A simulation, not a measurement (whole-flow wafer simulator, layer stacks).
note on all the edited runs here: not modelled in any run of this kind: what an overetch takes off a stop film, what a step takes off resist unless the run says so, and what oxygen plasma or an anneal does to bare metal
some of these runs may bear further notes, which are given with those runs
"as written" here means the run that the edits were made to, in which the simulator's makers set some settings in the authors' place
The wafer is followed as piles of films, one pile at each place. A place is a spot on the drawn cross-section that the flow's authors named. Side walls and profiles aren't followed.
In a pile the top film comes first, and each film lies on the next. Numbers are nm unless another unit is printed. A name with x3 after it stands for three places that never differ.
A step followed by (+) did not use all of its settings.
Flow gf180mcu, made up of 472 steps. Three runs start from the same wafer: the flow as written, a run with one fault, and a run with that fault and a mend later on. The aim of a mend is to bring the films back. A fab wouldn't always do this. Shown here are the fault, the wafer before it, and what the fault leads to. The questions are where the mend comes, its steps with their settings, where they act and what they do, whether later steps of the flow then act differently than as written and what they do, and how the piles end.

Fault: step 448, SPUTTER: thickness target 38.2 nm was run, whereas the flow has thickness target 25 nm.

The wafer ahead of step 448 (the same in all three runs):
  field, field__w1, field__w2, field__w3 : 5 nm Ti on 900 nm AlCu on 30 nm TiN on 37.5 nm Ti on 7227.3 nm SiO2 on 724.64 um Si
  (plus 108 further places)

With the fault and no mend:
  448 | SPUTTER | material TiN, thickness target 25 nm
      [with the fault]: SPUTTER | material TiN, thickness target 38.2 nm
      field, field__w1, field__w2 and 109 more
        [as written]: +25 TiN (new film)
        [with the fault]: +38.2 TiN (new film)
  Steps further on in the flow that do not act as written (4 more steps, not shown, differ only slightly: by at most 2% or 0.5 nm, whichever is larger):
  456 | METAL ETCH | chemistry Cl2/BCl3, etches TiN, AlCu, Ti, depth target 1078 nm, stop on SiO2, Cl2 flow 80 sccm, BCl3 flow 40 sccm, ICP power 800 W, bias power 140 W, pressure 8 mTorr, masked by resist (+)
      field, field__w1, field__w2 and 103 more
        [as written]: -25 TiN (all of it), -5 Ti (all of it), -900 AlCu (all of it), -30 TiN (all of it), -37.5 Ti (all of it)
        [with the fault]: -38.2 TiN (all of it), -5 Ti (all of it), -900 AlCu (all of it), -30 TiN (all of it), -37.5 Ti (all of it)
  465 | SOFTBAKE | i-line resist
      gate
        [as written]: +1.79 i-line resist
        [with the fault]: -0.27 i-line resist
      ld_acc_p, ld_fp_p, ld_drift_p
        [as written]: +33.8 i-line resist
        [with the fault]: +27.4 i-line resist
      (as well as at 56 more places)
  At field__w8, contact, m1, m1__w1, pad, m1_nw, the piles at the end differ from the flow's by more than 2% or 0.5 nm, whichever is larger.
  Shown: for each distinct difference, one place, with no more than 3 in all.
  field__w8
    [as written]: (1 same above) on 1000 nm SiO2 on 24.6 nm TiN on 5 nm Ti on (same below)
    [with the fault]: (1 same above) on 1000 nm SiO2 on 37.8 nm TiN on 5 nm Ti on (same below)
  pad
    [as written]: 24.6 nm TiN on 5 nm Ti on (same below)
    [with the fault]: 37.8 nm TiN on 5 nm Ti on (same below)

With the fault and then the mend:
  The mend follows step 448.
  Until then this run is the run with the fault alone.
  448a | METAL ETCH | chemistry Cl2/BCl3, etches TiN, AlCu, Ti, depth target 13.2 nm, Cl2 flow 80 sccm, BCl3 flow 40 sccm, ICP power 800 W, bias power 140 W, pressure 8 mTorr (the flow's step 260 again, with other settings)
      field, field__w1, field__w2 and 109 more
        -13.2 TiN
  Later steps of the flow that are run all act as written at every place that is followed.
  By the end, the piles equal the flow's at every place that both follow.
